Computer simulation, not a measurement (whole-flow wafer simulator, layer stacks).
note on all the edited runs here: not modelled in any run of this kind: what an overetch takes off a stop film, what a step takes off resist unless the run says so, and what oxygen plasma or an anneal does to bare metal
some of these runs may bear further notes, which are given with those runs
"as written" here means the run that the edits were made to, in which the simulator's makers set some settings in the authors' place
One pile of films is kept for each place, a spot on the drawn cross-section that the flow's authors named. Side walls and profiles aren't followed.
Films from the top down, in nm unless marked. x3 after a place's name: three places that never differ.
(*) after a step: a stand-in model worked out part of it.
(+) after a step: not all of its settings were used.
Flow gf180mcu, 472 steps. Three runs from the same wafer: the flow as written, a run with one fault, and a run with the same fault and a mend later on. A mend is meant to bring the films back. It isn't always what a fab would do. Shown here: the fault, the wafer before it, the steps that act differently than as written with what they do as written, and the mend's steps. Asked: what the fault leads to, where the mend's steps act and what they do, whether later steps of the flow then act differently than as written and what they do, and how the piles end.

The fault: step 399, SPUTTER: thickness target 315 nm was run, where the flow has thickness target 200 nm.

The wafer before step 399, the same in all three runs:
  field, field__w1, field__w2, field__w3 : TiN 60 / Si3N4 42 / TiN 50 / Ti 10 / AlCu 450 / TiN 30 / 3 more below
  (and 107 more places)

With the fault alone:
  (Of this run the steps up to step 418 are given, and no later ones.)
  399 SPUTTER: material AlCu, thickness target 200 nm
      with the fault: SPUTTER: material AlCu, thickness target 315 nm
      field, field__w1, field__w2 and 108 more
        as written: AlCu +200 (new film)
        with the fault: AlCu +315 (new film)
  Later steps of the flow that act differently than as written (2 more steps differ only slightly, by at most 2% or 0.5 nm, whichever is larger, and aren't shown):
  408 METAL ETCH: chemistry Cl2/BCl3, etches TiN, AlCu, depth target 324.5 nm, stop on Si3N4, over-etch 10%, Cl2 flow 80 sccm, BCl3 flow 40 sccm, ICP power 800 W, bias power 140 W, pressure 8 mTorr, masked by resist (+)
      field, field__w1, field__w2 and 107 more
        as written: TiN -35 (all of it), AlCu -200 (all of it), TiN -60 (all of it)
        with the fault: TiN -35 (all of it), AlCu -289.5
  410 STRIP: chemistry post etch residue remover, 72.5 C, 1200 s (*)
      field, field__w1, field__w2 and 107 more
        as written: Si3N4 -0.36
        with the fault: AlCu -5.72
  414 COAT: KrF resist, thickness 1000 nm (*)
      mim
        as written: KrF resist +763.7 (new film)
        with the fault: KrF resist +737.4 (new film)
  After step 418 the piles differ from the flow's by more than 2% or 0.5 nm, whichever is larger, at field, field__w1, field__w2 and 109 more.
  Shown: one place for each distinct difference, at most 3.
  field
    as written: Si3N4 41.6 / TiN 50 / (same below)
    with the fault: AlCu 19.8 / TiN 60 / Si3N4 42 / TiN 50 / (same below)
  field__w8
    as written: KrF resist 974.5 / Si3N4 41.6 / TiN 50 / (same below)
    with the fault: KrF resist 974.5 / AlCu 19.8 / TiN 60 / Si3N4 42 / TiN 50 / (same below)
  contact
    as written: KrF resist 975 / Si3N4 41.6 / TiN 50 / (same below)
    with the fault: KrF resist 975 / AlCu 19.8 / TiN 60 / Si3N4 42 / TiN 50 / (same below)

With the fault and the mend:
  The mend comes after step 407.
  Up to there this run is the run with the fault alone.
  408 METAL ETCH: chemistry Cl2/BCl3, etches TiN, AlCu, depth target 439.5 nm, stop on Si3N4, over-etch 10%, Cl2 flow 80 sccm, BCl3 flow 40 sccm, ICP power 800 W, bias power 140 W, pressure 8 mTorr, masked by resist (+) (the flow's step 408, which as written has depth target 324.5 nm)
      field, field__w1, field__w2 and 107 more
        TiN -35 (all of it), AlCu -315 (all of it), TiN -60 (all of it)
      mim
        resist -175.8
  Later steps of the flow that act differently than as written (1 more step differs only slightly, by at most 2% or 0.5 nm, whichever is larger, and isn't shown):
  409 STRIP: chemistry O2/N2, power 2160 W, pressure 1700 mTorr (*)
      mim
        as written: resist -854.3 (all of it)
        with the mend: resist -808.3 (all of it)
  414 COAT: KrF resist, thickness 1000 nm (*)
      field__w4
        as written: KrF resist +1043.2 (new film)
        with the mend: KrF resist +1064.5 (new film)
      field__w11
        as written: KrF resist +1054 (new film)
        with the mend: KrF resist +1081.2 (new film)
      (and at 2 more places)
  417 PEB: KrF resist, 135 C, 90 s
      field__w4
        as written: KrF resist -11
        with the mend: KrF resist -11.6
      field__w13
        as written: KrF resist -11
        with the mend: KrF resist -11.7
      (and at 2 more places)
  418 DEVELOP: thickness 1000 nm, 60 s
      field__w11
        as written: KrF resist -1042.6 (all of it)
        with the mend: KrF resist -1069.3 (all of it)
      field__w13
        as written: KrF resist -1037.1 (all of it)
        with the mend: KrF resist -1060.4 (all of it)
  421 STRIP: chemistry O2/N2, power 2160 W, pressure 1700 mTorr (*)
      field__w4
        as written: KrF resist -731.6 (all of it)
        with the mend: KrF resist -752.3 (all of it)
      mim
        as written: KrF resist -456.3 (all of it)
        with the mend: KrF resist -372.2 (all of it)
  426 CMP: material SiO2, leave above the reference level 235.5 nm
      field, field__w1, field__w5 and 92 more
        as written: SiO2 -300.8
        with the mend: SiO2 -185.8
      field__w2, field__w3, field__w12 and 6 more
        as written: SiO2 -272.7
        with the mend: SiO2 -157.7
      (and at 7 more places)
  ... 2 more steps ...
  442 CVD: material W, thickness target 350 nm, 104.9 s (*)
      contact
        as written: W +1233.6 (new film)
        with the mend: W +1349.4 (new film)
  At the end the piles differ from the flow's by more than 2% or 0.5 nm, whichever is larger, at field__w4, field__w8, contact, m1, m1__w1, mim, mim_1p0, m1_nw.
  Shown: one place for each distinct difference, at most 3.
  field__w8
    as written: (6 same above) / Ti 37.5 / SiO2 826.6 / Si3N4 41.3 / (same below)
    with the mend: (6 same above) / Ti 37.5 / SiO2 941.6 / Si3N4 41.3 / (same below)
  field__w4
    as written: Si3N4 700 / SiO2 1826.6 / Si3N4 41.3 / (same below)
    with the mend: Si3N4 700 / SiO2 1941.6 / Si3N4 41.3 / (same below)
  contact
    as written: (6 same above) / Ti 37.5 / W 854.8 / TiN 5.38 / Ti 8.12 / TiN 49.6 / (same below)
    with the mend: (6 same above) / Ti 37.5 / W 970.7 / TiN 5.04 / Ti 7.6 / TiN 49.6 / (same below)
